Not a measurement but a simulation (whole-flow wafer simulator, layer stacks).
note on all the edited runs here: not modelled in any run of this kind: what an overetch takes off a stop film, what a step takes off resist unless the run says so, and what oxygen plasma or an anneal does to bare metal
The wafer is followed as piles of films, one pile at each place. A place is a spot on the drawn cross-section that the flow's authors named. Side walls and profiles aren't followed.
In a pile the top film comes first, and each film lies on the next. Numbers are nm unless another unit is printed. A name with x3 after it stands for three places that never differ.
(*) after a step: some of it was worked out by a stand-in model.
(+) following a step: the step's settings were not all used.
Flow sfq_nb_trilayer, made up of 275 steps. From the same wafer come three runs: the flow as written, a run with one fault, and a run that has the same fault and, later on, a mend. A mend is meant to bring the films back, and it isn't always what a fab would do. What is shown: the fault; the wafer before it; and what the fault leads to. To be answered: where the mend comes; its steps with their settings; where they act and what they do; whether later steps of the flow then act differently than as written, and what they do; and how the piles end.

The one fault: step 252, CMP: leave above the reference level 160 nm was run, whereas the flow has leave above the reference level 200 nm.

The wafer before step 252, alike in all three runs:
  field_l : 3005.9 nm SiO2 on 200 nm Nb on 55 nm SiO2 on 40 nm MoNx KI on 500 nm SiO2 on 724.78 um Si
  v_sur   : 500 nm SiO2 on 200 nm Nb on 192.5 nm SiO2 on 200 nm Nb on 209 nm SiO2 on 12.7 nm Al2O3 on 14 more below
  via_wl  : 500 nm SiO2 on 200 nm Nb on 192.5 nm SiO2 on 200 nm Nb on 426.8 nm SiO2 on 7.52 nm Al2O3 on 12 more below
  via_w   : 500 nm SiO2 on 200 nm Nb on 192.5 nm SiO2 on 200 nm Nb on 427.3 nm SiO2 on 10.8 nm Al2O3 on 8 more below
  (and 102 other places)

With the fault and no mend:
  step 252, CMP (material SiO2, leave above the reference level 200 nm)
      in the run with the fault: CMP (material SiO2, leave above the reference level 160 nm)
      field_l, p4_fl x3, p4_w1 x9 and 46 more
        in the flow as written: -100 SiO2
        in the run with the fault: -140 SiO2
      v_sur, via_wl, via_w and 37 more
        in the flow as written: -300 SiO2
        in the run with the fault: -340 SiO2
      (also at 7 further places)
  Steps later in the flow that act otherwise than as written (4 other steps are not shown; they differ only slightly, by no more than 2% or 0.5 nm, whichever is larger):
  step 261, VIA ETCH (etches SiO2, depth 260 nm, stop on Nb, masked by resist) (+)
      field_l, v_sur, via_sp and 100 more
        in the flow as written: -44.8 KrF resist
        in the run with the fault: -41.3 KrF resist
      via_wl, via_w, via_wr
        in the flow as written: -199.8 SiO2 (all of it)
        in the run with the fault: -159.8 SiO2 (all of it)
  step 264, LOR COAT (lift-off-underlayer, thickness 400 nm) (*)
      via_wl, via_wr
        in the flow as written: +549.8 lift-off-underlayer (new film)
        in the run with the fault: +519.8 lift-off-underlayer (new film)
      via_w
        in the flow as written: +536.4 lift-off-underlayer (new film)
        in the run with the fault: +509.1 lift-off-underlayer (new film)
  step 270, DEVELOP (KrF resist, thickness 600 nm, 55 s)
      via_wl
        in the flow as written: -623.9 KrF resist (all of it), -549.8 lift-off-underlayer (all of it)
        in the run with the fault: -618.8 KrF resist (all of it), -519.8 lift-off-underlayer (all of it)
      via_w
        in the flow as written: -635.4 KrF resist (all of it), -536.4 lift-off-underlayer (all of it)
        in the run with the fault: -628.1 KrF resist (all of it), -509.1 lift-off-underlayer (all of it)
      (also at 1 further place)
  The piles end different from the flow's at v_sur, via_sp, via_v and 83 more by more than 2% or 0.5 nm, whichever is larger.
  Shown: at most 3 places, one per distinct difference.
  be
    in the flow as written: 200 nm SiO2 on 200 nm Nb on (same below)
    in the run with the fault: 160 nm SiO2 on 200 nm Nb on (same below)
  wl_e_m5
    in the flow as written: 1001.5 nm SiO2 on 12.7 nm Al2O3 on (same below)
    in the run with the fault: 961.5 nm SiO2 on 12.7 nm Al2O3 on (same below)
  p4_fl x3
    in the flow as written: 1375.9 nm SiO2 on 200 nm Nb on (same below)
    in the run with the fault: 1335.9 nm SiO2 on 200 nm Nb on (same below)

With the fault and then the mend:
  After step 259 comes the mend.
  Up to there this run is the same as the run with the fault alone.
  step 259a, STRIP (over-ash 65%, gas O2, power 200 W) (*)
      field_l, v_sur, via_sp and 100 more
        -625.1 KrF resist (all of it), -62 anti-reflective coat (all of it)
      via_wl, via_w, via_wr
        -62 anti-reflective coat (all of it)
  step 259b, PECVD (material SiO2, thickness 40 nm, 150 C, 8.889 s, RF power 183.3 W, pressure 2.4 Torr, precursor SiH4/N2O) (the flow's step 251 again, with other settings)
      field_l, v_sur, via_wl and 103 more
        +40 SiO2
  step 259c, COAT (anti-reflective coat, thickness 62 nm) (the flow's step 254 again)
      field_l, v_sur, via_wl and 103 more
        +62 anti-reflective coat (new film)
  step 259d, COAT (KrF resist, thickness 650 nm) (the flow's step 255 again)
      field_l, v_sur, via_wl and 103 more
        +650 KrF resist (new film)
  step 259e, SOFTBAKE (KrF resist) (the flow's step 256 again)
      does not change any film at any place that is followed
  step 259f, EXPOSE (photomask I7, dose 11.93 mJ/cm2, NA 0.6, wavelength 248 nm) (*) (the flow's step 257 again)
      does not change any film at any place that is followed
  step 259g, PEB (KrF resist, 90 s) (the flow's step 258 again)
      field_l, v_sur, via_wl and 103 more
        -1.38 KrF resist
  step 259h, DEVELOP (KrF resist, thickness 650 nm, 60 s) (the flow's step 259 again)
      field_l, v_sur, via_sp and 100 more
        -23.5 KrF resist
      via_wl, via_w, via_wr
        -648.6 KrF resist (all of it)
  None of the later steps of the flow acts differently than as written at any place that is followed.
  The piles end the same as the flow's at every place that both follow.
